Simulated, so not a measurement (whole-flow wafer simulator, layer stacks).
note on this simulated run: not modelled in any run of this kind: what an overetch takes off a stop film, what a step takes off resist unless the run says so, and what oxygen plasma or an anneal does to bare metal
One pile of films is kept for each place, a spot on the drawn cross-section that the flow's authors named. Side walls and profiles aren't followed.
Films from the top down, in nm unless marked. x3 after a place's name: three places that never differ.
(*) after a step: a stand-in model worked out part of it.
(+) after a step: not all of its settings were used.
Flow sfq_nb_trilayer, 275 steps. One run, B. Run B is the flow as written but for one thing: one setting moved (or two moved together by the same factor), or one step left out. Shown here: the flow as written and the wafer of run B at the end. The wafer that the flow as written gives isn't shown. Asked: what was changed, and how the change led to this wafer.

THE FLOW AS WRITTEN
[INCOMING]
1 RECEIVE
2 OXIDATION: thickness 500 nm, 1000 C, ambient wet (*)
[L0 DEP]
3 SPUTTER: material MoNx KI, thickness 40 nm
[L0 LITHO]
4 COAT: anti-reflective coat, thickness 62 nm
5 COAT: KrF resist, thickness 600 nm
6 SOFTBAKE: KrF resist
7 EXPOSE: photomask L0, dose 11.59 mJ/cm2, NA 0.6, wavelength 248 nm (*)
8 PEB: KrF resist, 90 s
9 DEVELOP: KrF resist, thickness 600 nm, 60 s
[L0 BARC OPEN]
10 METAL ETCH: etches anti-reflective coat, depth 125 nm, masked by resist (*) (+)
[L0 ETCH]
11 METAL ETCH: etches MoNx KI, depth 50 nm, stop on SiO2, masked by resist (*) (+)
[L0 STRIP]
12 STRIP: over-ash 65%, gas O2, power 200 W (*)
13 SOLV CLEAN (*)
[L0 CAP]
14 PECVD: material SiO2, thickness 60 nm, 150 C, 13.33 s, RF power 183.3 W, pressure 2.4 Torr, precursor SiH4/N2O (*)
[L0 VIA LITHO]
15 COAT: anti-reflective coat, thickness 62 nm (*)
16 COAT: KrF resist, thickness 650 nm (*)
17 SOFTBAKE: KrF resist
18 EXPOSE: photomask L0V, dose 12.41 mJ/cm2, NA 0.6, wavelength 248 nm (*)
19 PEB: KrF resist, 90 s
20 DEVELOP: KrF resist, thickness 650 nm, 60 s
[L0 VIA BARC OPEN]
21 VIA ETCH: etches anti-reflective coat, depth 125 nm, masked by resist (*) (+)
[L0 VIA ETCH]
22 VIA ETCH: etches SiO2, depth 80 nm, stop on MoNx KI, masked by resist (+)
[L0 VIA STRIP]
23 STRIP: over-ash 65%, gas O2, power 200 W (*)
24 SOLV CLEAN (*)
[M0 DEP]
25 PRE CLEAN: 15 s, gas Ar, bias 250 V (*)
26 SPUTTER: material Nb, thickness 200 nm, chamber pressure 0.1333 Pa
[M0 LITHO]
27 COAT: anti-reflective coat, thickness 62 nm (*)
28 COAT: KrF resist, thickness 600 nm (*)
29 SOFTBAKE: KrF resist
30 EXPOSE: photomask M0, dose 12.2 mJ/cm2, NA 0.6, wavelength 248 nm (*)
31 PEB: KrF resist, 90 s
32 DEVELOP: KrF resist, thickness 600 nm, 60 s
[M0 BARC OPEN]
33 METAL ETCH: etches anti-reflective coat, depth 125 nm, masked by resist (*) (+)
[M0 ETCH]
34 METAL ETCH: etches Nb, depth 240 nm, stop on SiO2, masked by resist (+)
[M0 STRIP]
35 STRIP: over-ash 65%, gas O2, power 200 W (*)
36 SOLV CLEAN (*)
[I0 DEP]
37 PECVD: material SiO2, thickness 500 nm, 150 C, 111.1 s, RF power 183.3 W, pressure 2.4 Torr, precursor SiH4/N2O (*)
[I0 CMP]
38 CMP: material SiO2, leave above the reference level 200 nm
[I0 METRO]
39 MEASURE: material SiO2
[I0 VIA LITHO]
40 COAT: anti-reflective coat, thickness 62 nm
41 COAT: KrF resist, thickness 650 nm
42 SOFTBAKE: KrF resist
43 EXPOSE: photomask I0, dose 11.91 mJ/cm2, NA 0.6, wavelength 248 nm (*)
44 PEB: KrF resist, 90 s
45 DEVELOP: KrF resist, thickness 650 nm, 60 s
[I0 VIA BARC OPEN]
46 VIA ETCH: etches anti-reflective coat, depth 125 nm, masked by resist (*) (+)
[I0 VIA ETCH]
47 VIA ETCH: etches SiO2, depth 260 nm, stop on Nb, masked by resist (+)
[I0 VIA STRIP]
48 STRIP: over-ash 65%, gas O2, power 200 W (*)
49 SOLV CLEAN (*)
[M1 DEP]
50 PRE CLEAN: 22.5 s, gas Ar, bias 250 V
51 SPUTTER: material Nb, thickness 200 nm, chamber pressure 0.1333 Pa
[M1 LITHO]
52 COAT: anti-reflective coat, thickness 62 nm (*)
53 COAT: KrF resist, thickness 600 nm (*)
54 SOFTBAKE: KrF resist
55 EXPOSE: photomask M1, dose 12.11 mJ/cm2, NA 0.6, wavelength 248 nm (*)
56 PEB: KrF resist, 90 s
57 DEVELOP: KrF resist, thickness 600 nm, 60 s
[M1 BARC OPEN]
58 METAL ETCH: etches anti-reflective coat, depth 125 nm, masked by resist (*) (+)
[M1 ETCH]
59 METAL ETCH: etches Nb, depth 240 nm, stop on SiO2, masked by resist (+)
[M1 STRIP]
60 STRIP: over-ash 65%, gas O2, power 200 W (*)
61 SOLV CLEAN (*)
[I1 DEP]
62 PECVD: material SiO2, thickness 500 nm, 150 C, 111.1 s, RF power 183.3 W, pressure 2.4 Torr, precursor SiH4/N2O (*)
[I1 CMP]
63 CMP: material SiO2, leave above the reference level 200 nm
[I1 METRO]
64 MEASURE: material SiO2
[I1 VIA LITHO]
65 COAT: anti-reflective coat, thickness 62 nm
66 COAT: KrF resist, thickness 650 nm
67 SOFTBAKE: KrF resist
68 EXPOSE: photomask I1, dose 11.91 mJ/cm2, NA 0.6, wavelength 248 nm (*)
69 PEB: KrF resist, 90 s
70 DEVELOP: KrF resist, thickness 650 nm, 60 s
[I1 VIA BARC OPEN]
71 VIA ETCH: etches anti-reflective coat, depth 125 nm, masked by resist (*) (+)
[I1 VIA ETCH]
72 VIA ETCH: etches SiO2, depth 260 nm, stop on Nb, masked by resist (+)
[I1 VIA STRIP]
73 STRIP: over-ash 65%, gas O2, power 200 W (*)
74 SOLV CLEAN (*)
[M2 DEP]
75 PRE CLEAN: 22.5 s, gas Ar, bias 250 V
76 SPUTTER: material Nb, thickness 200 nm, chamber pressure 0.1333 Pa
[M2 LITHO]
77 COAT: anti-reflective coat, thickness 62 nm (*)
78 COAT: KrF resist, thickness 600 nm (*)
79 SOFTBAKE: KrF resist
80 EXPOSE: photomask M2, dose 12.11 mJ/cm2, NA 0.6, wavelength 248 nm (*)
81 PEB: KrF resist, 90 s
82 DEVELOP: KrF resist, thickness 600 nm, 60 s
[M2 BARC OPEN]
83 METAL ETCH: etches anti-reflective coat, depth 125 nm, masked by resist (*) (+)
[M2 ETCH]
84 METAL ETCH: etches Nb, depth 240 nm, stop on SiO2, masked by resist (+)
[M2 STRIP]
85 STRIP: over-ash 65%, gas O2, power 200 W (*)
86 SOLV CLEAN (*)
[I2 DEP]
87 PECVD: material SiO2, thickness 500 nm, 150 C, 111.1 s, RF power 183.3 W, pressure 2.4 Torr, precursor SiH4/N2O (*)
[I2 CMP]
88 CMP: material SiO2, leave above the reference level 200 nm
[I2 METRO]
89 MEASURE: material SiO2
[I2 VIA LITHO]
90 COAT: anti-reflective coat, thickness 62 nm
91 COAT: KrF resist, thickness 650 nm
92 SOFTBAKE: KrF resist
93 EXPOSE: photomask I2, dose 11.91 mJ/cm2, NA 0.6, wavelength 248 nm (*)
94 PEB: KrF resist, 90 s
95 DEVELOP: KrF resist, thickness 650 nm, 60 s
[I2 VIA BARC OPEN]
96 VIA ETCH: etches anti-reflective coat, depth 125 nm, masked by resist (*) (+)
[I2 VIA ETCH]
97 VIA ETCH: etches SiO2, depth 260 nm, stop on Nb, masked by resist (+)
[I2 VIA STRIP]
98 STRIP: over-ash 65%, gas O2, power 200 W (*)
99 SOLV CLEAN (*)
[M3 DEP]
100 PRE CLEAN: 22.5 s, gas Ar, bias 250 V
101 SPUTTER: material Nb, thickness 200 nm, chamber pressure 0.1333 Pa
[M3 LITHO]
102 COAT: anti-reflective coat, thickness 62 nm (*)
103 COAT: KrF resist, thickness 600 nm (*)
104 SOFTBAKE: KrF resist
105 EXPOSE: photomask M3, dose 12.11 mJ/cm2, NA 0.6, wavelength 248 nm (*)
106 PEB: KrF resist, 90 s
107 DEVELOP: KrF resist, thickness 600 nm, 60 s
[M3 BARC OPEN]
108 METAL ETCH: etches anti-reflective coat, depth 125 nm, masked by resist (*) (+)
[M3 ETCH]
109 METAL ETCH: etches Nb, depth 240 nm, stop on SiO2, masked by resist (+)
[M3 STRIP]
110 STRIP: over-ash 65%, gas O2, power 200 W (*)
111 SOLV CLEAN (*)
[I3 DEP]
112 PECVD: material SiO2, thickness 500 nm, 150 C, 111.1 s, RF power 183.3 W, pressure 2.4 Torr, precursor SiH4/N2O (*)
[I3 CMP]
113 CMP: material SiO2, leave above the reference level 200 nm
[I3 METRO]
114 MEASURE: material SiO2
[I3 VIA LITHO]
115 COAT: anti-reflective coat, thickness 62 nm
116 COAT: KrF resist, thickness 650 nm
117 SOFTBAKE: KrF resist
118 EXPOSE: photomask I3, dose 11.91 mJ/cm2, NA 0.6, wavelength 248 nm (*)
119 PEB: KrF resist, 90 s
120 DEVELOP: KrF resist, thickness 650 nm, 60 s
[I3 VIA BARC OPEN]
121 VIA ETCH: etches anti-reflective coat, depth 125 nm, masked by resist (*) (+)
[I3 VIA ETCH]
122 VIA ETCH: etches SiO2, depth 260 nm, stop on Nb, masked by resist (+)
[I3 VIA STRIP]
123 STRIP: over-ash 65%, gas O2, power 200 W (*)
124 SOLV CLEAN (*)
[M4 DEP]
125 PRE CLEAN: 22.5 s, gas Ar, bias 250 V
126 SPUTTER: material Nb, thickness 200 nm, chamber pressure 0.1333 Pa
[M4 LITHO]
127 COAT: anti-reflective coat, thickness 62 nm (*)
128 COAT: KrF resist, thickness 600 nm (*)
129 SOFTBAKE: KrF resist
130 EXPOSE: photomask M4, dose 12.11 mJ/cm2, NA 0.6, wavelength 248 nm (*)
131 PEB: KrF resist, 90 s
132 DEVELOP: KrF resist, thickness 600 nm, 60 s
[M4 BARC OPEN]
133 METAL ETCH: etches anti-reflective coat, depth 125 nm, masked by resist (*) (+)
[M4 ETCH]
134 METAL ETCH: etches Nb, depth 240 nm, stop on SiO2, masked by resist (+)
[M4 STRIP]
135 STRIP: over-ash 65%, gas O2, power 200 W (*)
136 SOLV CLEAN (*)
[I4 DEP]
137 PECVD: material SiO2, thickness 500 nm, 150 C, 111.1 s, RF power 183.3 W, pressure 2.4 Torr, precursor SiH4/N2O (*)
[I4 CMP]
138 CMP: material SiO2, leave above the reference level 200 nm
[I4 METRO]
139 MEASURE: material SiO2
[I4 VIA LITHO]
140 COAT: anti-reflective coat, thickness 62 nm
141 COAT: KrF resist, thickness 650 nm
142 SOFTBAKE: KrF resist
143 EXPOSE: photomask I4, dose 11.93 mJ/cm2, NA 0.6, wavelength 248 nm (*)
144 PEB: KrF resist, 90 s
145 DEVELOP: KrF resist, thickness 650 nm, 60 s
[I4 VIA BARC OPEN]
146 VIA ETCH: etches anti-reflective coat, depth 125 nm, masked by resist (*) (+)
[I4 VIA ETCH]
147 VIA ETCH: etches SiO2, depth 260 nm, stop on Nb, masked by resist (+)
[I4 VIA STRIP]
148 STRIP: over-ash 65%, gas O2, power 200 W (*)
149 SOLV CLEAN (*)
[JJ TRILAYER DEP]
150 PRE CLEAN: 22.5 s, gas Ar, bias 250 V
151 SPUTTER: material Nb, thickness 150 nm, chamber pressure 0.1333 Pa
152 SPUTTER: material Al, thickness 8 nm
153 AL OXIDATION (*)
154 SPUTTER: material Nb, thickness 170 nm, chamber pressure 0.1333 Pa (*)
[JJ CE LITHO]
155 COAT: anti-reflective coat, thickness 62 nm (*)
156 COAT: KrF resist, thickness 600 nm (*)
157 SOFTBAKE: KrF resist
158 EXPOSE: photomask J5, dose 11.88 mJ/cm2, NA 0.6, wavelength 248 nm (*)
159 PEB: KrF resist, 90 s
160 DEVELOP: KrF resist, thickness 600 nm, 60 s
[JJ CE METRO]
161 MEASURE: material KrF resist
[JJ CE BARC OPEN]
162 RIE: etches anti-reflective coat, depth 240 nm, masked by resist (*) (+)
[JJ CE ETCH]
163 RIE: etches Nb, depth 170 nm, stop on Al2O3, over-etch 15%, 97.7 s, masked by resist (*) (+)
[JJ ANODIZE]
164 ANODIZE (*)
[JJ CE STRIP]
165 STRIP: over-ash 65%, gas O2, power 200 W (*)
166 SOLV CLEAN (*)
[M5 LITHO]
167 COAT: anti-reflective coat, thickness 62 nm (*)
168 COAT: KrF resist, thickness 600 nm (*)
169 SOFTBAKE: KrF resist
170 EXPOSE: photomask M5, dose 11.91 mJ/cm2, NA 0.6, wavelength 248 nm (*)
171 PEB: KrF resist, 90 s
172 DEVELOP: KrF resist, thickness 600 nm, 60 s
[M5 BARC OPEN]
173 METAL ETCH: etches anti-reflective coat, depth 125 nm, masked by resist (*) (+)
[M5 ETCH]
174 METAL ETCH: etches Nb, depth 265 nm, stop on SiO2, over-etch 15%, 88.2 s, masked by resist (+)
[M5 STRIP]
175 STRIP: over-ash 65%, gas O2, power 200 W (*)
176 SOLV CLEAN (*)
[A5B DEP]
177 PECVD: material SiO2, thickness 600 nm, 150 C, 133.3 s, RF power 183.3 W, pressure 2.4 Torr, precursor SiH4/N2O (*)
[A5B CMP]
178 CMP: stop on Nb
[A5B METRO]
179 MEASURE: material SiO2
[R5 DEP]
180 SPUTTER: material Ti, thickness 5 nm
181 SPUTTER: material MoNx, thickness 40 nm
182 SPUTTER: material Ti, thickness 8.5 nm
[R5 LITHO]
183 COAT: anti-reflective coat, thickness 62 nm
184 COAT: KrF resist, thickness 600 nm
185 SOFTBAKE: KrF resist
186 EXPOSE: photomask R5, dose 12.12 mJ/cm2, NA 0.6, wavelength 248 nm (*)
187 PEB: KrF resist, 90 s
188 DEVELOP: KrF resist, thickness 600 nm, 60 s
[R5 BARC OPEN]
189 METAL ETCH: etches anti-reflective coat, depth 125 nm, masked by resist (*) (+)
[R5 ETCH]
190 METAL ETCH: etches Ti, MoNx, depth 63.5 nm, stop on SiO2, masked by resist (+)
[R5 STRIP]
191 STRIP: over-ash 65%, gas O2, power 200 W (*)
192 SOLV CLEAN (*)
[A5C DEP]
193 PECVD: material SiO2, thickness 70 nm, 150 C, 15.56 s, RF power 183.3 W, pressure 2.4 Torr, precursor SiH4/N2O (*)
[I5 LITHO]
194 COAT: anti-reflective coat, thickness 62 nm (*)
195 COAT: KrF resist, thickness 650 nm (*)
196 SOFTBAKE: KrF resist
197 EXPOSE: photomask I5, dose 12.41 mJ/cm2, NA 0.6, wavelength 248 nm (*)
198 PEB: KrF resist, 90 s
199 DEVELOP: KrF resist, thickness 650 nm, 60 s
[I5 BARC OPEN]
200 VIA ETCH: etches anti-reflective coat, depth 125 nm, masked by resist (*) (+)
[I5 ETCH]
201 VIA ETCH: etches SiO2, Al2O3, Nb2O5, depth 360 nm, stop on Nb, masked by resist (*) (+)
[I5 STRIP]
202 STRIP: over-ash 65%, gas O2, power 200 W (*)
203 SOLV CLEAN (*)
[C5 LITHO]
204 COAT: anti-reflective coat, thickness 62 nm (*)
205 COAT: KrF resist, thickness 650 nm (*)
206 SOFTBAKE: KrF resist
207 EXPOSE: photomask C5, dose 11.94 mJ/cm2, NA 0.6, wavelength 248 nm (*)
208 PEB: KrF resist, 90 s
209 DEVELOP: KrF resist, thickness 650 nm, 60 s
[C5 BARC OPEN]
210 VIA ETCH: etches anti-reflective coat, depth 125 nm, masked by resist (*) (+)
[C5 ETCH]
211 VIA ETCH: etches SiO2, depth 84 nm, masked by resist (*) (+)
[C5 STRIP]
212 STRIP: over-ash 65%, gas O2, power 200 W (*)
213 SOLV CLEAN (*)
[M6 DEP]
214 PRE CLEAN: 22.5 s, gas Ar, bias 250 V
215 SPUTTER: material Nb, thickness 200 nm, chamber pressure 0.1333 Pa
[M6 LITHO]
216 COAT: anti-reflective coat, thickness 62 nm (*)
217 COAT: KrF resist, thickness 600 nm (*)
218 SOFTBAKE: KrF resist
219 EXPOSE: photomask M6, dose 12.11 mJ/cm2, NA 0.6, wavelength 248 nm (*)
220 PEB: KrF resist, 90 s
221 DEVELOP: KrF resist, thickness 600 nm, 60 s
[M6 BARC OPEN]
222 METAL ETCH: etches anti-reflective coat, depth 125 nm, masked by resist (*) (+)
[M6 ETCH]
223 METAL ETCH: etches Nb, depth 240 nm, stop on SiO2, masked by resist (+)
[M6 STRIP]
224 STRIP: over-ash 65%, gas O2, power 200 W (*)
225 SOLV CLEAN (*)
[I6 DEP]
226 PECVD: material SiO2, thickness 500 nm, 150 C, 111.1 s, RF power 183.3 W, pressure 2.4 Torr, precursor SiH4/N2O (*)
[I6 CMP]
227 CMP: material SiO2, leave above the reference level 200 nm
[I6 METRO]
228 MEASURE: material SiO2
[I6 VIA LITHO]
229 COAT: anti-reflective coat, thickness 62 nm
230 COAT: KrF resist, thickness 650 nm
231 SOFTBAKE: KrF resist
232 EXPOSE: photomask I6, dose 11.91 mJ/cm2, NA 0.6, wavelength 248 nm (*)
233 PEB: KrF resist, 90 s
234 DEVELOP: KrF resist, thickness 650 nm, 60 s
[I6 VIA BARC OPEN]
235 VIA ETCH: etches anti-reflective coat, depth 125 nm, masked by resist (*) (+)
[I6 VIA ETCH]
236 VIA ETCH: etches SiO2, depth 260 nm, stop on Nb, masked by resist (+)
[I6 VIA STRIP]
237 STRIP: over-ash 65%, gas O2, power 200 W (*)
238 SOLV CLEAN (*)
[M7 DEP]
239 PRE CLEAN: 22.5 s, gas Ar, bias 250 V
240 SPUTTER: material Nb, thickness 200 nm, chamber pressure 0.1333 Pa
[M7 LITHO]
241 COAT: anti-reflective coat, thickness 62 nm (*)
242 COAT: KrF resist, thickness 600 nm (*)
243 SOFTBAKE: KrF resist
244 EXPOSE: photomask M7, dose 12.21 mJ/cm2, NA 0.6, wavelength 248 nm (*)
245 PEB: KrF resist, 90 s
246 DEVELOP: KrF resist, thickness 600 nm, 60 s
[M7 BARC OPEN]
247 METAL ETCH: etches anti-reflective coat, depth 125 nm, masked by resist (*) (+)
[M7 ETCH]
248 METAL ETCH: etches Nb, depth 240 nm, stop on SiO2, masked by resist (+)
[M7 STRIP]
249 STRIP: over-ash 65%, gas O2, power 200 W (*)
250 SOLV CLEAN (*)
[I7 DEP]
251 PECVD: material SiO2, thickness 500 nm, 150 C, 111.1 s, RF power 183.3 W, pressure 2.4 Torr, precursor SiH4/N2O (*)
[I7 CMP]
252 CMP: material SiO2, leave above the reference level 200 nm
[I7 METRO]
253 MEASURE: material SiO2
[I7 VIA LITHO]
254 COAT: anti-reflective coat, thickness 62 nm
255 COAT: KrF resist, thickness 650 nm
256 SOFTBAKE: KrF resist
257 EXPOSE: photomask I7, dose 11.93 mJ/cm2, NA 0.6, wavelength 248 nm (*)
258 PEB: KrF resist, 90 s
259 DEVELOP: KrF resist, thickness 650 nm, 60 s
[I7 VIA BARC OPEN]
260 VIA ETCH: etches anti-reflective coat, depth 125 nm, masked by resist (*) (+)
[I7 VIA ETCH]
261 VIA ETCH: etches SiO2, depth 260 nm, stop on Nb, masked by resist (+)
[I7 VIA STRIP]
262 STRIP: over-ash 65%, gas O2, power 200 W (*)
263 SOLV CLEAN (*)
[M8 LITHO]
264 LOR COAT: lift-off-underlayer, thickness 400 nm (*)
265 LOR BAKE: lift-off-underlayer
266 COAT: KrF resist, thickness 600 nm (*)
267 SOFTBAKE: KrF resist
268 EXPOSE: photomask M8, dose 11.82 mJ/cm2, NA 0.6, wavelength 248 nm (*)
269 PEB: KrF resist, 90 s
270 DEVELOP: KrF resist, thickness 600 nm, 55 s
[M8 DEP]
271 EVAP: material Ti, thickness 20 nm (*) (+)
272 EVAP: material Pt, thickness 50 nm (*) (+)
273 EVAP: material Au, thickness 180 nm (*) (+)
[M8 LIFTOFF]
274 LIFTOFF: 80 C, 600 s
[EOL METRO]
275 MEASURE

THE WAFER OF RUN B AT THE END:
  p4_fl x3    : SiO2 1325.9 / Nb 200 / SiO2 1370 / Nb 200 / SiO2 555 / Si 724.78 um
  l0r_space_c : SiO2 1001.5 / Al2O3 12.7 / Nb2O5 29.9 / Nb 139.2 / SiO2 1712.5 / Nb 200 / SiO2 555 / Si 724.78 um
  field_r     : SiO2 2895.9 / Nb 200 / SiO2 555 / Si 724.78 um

The cause: step 138, CMP: leave above the reference level 150 nm was run, where the flow has leave above the reference level 200 nm.

How the change led to this, step by step:
  138 CMP: material SiO2, leave above the reference level 200 nm
      field_l, be, be_sur and 55 more: SiO2 -150 (as written it would be: SiO2 -100)
      v_sur, via_wl, via_w and 35 more: SiO2 -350 (as written it would be: SiO2 -300)
      (and at 10 more places)
  147 VIA ETCH: etches SiO2, depth 260 nm, stop on Nb, masked by resist (+)
      field_l, v_sur, via_sp and 100 more: KrF resist -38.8 (as written it would be: KrF resist -44.8)
      via_wl, via_w, via_wr: SiO2 -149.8 (all of it) (as written it would be: SiO2 -199.8 (all of it))
  151 SPUTTER: material Nb, thickness 150 nm, chamber pressure 0.1333 Pa
      via_wl, via_w, via_wr: Nb +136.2 (as written it would be: Nb +130.4)
  154 SPUTTER: material Nb, thickness 170 nm, chamber pressure 0.1333 Pa (*)
      via_wl, via_wr: Nb +149.4 (new film) (as written it would be: Nb +140.7 (new film))
      via_w: Nb +149.7 (new film) (as written it would be: Nb +141 (new film))
  155 COAT: anti-reflective coat, thickness 62 nm (*)
      via_wl, via_wr: anti-reflective coat +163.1 (new film) (as written it would be: anti-reflective coat +209.4 (new film))
      v_sur: anti-reflective coat +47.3 (new film) (as written it would be: anti-reflective coat +45.1 (new film))
      (and at 2 more places)
  156 COAT: KrF resist, thickness 600 nm (*)
      via_w: KrF resist +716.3 (new film) (as written it would be: KrF resist +763.8 (new film))
  160 DEVELOP: KrF resist, thickness 600 nm, 60 s
      via_w: KrF resist -714.8 (all of it) (as written it would be: KrF resist -762.1 (all of it))
  162 RIE: etches anti-reflective coat, depth 240 nm, masked by resist (*) (+)
      ce_l, c5j, ce_r, wl_jj: KrF resist -163.1 (as written it would be: KrF resist -209.4)
      via_wl, via_wr: anti-reflective coat -163.1 (all of it) (as written it would be: anti-reflective coat -209.4 (all of it))
      (and at 3 more places)
  163 RIE: etches Nb, depth 170 nm, stop on Al2O3, over-etch 15%, 97.7 s, masked by resist (*) (+)
      via_wl, via_wr: Nb -149.4 (all of it), Al2O3 -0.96 (all of it) (as written it would be: Nb -140.7 (all of it), Al2O3 -0.96 (all of it))
      via_w: Nb -149.7 (all of it), Al2O3 -0.96 (all of it) (as written it would be: Nb -141 (all of it), Al2O3 -0.96 (all of it))
  164 ANODIZE (*)
      via_w: Al2O3 +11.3 (new film), Nb2O5 +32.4 (new film), Al -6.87 (all of it), Nb -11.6 (as written it would be: Al2O3 +10.8 (new film), Nb2O5 +33.3 (new film), Al -6.54 (all of it), Nb -12)
  165 STRIP: over-ash 65%, gas O2, power 200 W (*)
      c5j, ce_r: KrF resist -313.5 (all of it), anti-reflective coat -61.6 (all of it) (as written it would be: KrF resist -266.9 (all of it), anti-reflective coat -61.5 (all of it))
      ce_l: KrF resist -313.4 (all of it), anti-reflective coat -61.6 (all of it) (as written it would be: KrF resist -266.8 (all of it), anti-reflective coat -61.4 (all of it))
      (and at 1 more place)
  167 COAT: anti-reflective coat, thickness 62 nm (*)
      v_sur: anti-reflective coat +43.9 (new film) (as written it would be: anti-reflective coat +44.9 (new film))
      via_wl: anti-reflective coat +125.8 (new film) (as written it would be: anti-reflective coat +170.5 (new film))
      (and at 2 more places)
  168 COAT: KrF resist, thickness 600 nm (*)
      via_w: KrF resist +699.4 (new film) (as written it would be: KrF resist +732.6 (new film))
  175 STRIP: over-ash 65%, gas O2, power 200 W (*)
      v_sur: KrF resist -357.7 (all of it), anti-reflective coat -43.9 (all of it) (as written it would be: KrF resist -349.2 (all of it), anti-reflective coat -44.9 (all of it))
      via_wl: KrF resist -426.7 (all of it), anti-reflective coat -125.8 (all of it) (as written it would be: KrF resist -427 (all of it), anti-reflective coat -170.5 (all of it))
      (and at 2 more places)
  178 CMP: stop on Nb
      via_wl, via_wr: SiO2 -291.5 (as written it would be: SiO2 -235.7)
      via_w: SiO2 -291 (as written it would be: SiO2 -235.2)
